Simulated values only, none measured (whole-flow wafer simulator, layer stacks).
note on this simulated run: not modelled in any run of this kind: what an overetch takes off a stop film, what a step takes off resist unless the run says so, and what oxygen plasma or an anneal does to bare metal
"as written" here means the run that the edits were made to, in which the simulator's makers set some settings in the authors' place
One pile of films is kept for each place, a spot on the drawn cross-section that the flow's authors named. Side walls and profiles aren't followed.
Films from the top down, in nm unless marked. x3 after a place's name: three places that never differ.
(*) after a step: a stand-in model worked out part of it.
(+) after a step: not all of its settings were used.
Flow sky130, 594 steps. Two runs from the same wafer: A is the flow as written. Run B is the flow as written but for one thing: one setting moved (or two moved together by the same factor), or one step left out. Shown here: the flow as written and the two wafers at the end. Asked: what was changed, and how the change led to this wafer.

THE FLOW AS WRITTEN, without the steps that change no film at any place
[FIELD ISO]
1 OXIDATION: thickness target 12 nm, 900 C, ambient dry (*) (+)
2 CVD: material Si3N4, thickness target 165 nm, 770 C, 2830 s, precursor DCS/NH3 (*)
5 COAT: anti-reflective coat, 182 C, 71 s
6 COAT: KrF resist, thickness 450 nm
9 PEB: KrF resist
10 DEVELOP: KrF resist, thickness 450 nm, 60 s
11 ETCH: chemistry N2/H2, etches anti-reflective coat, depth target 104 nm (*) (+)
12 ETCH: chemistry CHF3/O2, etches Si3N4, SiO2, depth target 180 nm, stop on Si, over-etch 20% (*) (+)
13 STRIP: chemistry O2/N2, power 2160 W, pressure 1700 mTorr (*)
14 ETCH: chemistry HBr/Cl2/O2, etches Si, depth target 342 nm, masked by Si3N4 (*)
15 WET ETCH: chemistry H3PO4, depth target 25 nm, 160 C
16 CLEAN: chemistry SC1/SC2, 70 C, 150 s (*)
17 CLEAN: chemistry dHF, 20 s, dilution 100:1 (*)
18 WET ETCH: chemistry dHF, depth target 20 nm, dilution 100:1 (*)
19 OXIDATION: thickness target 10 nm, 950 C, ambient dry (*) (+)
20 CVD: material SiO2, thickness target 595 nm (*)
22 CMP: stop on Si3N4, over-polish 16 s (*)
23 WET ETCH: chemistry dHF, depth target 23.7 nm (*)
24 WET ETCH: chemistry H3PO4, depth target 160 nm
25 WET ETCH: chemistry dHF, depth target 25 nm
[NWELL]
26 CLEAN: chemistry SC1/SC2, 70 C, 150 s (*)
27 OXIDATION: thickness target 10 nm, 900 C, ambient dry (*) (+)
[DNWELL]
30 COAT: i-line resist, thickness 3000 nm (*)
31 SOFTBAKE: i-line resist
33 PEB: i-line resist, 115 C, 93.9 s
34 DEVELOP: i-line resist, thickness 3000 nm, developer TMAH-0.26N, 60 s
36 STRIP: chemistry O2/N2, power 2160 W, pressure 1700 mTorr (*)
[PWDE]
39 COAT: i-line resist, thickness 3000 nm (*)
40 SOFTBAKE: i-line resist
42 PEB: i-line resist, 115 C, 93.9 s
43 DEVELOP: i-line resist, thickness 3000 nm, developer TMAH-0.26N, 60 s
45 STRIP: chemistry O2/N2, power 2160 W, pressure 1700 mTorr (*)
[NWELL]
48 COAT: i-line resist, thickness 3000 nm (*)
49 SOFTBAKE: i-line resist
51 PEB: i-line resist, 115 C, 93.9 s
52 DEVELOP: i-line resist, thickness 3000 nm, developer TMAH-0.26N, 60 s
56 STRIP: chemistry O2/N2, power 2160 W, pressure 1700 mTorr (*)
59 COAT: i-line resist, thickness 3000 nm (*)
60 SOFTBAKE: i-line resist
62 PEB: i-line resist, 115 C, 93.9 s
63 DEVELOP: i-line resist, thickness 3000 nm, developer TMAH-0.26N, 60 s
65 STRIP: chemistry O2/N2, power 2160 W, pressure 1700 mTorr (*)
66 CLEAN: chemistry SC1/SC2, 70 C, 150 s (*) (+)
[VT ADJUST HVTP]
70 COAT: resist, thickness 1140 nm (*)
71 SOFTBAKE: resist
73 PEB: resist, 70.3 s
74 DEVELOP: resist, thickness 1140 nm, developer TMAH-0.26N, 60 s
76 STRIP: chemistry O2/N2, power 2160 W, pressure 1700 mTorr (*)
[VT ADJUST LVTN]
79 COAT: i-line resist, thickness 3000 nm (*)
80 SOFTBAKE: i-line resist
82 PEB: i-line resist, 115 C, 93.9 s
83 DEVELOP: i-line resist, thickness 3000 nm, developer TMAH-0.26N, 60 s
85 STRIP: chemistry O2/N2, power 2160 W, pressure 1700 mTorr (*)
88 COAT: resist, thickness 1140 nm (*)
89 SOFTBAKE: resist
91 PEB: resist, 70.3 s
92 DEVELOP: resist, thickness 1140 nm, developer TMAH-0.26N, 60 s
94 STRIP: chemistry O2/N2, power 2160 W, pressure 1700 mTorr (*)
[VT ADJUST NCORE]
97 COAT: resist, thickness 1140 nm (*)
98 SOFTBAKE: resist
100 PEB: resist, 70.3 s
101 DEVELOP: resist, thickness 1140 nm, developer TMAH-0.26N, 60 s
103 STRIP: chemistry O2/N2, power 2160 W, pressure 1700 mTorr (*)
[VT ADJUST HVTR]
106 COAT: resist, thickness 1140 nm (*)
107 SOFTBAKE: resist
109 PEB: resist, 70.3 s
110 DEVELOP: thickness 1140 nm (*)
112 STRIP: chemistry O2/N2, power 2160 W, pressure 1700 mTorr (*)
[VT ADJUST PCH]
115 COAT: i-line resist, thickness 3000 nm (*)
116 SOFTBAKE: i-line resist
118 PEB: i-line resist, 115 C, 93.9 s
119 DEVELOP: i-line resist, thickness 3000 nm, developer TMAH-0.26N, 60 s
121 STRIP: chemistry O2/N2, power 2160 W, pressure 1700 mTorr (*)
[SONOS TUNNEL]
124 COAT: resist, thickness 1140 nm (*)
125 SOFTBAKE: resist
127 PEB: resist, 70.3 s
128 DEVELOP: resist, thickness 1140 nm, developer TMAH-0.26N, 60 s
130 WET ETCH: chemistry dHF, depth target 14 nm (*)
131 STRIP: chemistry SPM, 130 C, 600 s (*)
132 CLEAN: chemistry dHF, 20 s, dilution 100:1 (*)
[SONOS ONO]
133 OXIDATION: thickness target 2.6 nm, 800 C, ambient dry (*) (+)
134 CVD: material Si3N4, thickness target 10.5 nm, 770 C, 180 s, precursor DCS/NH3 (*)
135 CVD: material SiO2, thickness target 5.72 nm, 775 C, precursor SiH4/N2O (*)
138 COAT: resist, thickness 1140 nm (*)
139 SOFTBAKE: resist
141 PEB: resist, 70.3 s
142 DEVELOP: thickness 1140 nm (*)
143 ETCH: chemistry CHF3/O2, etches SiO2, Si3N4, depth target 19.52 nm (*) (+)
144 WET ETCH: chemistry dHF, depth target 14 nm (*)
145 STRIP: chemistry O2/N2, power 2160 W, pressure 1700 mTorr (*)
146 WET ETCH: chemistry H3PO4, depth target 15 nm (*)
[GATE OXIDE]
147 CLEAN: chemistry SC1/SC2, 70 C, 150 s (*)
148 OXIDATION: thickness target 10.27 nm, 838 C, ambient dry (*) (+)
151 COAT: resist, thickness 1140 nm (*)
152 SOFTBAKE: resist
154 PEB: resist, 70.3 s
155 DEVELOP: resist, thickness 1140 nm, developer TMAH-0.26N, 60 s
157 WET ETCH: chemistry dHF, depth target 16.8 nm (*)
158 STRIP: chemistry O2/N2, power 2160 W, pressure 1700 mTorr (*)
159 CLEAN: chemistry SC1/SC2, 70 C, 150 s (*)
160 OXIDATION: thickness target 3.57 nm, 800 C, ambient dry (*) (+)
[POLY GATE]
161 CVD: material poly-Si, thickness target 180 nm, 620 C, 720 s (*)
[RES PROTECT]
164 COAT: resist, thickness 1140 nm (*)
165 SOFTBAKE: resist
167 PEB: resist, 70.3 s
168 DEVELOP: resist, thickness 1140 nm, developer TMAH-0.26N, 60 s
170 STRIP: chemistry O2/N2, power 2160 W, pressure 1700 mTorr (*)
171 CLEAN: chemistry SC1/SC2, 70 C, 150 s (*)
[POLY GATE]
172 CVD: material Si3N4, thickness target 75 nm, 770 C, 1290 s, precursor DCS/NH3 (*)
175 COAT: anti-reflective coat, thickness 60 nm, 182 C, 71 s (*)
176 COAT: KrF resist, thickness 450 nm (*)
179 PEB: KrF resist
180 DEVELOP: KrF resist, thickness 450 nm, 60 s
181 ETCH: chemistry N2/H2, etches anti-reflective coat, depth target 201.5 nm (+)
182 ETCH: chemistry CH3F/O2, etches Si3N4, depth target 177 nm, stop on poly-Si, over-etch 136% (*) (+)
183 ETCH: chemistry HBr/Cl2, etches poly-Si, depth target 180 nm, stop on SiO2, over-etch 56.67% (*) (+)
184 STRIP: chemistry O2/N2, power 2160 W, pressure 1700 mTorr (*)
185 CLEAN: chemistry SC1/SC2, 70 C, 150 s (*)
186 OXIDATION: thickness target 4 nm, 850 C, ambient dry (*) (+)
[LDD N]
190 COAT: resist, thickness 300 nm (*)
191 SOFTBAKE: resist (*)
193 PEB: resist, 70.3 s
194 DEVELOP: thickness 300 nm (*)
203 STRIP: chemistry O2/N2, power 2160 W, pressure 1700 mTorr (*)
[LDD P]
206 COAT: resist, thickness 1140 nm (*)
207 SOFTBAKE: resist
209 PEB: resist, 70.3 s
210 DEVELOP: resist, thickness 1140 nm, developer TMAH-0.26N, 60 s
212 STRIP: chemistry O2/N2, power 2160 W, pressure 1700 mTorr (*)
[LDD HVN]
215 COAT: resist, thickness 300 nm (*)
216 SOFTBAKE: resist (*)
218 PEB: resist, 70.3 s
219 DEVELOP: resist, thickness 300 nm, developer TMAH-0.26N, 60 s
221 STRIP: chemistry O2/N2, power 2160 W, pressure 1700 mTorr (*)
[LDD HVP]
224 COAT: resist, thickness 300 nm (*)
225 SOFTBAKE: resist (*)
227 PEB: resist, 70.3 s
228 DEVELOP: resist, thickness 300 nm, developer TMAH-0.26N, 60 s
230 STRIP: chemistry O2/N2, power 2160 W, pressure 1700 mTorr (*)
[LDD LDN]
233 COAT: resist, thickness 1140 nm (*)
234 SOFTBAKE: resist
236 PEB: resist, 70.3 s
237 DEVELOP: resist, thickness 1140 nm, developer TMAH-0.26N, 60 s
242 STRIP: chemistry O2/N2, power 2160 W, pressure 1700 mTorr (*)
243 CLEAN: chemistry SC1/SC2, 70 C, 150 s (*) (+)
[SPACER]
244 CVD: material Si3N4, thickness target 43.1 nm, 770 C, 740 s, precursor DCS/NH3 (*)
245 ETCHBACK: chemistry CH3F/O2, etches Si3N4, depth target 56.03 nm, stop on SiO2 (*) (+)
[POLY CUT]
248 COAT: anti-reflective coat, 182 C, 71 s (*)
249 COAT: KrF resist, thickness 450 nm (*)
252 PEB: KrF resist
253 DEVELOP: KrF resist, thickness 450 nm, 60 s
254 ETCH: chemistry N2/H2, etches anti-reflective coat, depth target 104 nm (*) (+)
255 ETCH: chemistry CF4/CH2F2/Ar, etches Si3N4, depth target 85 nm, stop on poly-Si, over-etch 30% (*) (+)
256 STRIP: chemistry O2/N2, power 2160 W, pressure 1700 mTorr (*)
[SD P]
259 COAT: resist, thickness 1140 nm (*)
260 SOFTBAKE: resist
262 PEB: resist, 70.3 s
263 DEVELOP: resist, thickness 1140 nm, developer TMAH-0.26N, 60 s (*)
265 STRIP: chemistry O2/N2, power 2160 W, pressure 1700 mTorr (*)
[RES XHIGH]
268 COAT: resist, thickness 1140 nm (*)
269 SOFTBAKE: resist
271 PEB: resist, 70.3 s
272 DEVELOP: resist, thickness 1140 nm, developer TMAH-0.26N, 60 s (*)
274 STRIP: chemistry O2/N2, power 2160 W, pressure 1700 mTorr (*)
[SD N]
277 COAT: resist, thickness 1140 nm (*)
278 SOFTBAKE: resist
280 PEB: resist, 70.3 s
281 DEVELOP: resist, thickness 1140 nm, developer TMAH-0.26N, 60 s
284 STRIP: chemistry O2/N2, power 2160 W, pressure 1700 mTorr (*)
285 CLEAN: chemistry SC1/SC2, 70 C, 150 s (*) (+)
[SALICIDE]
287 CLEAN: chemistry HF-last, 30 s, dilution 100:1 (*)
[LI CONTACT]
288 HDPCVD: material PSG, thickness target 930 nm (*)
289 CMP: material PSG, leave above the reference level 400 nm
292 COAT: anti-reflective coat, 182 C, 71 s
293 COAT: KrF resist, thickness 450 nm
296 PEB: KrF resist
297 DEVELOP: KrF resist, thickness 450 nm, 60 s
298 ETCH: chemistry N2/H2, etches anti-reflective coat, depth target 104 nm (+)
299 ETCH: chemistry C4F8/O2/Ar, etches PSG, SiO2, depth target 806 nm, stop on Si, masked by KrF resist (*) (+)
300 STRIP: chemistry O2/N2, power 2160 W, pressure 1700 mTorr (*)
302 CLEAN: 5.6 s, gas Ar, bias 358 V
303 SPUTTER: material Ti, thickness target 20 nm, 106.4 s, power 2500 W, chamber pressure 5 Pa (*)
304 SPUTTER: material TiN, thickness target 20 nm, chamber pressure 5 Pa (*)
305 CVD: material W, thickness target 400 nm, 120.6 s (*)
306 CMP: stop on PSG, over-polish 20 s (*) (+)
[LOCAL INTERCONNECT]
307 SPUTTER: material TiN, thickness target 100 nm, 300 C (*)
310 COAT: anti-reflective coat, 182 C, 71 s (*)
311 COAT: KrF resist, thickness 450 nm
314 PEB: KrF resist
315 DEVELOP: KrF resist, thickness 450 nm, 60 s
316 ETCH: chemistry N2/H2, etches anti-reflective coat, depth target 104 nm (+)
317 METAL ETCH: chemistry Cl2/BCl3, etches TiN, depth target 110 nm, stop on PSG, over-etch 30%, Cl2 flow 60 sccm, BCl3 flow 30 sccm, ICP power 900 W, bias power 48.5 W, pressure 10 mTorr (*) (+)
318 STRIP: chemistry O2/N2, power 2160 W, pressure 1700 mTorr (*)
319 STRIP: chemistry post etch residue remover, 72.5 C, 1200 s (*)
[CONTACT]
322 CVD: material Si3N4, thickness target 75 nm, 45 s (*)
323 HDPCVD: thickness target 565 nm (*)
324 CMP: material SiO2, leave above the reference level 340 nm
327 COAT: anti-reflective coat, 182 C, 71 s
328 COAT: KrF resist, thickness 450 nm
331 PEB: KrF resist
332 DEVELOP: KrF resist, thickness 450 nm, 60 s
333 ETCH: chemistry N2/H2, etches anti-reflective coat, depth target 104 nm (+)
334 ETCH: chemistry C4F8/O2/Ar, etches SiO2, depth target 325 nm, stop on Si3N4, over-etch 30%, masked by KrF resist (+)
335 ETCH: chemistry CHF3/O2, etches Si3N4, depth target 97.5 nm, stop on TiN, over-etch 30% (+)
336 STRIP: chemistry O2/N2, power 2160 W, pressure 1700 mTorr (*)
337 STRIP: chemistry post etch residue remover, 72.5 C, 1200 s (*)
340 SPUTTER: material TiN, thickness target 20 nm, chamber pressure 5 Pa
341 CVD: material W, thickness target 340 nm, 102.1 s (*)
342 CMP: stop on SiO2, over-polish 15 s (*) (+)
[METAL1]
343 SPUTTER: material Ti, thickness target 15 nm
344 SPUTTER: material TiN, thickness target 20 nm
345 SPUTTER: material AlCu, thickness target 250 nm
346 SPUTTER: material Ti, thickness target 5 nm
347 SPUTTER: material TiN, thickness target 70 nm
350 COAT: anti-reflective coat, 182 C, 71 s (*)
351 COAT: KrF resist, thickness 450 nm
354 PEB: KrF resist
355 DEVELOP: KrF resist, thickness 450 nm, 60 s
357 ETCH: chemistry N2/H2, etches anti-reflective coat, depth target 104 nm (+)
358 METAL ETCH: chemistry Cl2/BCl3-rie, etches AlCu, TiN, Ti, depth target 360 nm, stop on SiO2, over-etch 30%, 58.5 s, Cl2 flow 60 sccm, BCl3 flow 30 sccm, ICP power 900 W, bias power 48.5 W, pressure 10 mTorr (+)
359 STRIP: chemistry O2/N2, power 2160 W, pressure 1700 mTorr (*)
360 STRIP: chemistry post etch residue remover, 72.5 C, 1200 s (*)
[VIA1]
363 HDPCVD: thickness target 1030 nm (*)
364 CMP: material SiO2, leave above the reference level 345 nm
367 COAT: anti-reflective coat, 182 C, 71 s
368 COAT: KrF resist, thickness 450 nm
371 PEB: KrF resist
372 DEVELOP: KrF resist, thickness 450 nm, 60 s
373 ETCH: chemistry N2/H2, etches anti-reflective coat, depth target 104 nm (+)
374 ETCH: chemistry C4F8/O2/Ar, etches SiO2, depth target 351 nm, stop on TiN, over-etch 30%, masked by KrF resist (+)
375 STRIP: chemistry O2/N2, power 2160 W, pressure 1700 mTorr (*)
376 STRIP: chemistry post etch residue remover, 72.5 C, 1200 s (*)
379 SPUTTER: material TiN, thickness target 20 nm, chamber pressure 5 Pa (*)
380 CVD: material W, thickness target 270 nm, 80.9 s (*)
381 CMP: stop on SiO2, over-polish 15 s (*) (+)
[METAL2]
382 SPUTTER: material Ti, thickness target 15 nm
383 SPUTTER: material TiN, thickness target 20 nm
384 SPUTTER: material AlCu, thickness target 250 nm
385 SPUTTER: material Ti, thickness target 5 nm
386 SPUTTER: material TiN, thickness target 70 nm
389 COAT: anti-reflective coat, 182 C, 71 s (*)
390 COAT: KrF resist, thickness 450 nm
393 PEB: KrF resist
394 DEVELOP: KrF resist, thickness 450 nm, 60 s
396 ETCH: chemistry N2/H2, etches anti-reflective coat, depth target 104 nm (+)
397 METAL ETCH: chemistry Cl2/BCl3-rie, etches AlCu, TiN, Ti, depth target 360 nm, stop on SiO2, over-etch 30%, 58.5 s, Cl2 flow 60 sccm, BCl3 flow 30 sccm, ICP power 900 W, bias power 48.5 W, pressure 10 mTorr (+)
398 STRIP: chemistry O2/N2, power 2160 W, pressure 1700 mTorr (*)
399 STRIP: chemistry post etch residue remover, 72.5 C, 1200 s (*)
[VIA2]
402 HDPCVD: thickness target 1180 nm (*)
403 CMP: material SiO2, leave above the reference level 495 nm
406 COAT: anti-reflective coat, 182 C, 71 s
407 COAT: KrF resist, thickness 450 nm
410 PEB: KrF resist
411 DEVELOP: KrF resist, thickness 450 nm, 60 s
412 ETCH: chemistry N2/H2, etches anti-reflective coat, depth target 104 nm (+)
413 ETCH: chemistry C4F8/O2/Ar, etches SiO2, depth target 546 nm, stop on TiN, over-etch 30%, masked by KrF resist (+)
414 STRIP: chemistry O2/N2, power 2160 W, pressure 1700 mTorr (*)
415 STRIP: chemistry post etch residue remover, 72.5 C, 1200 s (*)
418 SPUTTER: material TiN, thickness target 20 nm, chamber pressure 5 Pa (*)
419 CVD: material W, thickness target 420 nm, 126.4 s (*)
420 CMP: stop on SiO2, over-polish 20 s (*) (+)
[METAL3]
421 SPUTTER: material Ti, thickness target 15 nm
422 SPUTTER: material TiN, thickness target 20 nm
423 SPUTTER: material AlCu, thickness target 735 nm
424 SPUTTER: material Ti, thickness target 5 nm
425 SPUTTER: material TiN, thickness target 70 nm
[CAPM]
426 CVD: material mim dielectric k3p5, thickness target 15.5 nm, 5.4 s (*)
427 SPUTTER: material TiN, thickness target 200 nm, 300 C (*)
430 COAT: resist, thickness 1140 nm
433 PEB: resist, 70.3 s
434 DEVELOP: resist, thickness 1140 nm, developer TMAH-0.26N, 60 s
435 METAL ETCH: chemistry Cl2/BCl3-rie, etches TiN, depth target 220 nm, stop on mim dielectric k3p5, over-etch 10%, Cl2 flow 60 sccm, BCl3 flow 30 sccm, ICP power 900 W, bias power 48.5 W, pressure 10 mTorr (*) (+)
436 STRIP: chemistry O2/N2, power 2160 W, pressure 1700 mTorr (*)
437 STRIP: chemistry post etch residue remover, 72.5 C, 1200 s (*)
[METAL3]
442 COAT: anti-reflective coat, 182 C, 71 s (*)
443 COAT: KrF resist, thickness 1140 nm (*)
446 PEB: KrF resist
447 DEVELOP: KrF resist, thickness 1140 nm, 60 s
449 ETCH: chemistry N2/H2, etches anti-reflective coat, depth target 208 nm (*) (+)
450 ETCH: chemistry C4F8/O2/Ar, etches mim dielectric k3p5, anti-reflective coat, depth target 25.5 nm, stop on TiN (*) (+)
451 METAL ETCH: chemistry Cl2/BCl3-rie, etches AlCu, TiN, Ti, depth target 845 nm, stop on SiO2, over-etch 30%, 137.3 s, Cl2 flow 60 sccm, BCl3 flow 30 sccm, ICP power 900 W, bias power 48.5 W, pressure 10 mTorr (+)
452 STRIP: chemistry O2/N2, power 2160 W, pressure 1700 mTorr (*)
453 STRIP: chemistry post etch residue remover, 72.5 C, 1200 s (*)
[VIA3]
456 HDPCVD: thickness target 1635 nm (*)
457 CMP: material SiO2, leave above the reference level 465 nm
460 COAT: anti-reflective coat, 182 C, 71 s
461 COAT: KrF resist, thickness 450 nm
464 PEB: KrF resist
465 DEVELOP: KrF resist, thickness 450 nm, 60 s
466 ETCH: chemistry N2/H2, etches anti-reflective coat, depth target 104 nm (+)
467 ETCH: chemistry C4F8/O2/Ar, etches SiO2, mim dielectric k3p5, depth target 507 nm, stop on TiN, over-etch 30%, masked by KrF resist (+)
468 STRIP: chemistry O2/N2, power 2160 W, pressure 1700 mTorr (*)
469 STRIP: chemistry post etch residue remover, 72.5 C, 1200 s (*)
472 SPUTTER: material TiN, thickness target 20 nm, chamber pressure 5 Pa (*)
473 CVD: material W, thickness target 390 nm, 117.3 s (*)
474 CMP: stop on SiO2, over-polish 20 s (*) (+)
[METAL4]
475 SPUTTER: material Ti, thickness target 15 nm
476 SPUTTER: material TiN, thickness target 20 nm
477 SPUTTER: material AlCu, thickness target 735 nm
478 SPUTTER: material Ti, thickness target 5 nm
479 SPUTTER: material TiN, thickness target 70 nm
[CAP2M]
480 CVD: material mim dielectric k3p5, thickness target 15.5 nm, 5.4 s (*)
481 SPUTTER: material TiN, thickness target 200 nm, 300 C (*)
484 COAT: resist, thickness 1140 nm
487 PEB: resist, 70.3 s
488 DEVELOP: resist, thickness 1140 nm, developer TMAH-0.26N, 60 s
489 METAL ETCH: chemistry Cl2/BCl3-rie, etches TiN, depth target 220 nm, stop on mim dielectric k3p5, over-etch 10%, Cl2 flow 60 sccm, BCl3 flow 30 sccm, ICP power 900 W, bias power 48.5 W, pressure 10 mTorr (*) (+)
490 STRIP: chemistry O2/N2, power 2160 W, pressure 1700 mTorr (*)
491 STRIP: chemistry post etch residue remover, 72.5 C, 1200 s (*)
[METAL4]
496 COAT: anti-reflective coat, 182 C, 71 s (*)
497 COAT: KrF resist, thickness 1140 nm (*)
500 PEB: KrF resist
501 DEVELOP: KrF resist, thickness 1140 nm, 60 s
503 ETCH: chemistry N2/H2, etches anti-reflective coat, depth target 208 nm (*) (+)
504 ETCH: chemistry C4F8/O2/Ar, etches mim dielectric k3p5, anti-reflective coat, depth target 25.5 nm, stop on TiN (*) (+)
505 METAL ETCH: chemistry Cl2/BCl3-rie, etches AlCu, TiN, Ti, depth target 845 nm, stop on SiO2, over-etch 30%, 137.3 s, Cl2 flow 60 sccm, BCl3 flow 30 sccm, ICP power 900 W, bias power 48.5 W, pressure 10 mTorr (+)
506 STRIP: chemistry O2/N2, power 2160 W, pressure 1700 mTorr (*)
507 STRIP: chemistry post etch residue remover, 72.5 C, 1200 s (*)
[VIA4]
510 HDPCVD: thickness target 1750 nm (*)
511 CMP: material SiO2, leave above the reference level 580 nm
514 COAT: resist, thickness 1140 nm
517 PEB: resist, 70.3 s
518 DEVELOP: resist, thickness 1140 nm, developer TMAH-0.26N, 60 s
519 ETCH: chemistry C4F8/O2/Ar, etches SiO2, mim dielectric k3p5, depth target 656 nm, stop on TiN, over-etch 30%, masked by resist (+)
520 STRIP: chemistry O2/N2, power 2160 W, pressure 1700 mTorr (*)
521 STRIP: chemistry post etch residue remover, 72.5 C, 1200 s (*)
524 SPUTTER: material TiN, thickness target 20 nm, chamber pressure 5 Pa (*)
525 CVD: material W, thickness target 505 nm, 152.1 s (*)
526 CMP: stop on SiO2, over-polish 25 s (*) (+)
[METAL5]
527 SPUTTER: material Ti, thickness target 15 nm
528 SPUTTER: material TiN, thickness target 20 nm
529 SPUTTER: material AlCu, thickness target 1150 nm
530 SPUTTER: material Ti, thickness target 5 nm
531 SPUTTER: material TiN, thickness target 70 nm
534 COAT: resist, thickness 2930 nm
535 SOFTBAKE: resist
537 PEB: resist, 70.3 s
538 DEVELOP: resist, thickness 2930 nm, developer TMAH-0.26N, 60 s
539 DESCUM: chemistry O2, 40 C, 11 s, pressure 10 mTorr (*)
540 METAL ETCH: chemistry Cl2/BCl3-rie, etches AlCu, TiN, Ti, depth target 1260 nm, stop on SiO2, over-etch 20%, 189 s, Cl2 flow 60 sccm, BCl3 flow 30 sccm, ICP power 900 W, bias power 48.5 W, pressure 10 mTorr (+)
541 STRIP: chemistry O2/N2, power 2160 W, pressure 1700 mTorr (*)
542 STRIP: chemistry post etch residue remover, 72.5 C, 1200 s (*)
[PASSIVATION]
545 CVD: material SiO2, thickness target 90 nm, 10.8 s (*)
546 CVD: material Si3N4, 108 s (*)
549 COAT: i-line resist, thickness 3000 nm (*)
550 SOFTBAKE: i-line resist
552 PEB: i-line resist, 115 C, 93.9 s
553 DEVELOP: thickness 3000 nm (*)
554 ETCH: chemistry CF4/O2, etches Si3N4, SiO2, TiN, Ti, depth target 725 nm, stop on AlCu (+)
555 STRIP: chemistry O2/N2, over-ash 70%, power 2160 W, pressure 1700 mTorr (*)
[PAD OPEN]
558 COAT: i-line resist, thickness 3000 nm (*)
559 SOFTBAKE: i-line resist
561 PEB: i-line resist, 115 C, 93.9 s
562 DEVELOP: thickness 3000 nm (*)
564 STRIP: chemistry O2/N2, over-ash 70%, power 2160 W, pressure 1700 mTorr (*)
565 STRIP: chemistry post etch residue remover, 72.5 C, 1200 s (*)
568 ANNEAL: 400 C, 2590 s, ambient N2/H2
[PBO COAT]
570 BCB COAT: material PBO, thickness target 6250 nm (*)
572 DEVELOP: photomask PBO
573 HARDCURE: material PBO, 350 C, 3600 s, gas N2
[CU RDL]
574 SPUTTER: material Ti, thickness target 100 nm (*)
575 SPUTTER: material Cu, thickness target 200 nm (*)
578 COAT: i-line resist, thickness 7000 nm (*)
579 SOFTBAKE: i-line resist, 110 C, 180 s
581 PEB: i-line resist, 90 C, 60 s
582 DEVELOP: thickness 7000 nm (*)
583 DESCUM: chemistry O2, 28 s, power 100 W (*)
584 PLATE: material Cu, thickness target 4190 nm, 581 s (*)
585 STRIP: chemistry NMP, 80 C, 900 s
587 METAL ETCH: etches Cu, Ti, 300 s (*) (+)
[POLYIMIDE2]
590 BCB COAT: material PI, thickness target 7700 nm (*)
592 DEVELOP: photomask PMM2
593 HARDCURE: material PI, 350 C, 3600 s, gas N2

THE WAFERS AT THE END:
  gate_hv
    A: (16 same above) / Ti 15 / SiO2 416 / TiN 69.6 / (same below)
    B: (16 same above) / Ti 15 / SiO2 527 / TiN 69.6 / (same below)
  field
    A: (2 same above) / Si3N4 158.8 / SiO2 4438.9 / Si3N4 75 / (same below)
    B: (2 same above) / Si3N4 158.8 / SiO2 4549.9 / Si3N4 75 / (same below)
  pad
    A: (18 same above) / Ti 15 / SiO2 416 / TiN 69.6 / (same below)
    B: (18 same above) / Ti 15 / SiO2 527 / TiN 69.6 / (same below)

The cause: step 403, CMP: leave above the reference level 606 nm was run, where the flow has leave above the reference level 495 nm.

How the change led to this, step by step:
  403 CMP: material SiO2, leave above the reference level 495 nm
      n_well, p_well, gate_hv and 101 more: A SiO2 -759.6 | B SiO2 -648.6
      field, active, gate and 82 more: A SiO2 -389.1 | B SiO2 -278.1
      (and at 2 more places)
  413 ETCH: chemistry C4F8/O2/Ar, etches SiO2, depth target 546 nm, stop on TiN, over-etch 30%, masked by KrF resist (+)
      m1: A SiO2 -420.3 (all of it) | B SiO2 -531.3 (all of it)
      via2_hole: A SiO2 -419.8 (all of it) | B SiO2 -530.8 (all of it)
  418 SPUTTER: material TiN, thickness target 20 nm, chamber pressure 5 Pa (*)
      m1: A TiN +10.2 | B TiN +8.81
      via2_hole: A TiN +10.2 | B TiN +8.8
  419 CVD: material W, thickness target 420 nm, 126.4 s (*)
      m1: A W +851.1 (new film) | B W +963.5 (new film)
      via2_hole: A W +850.7 (new film) | B W +963 (new film)
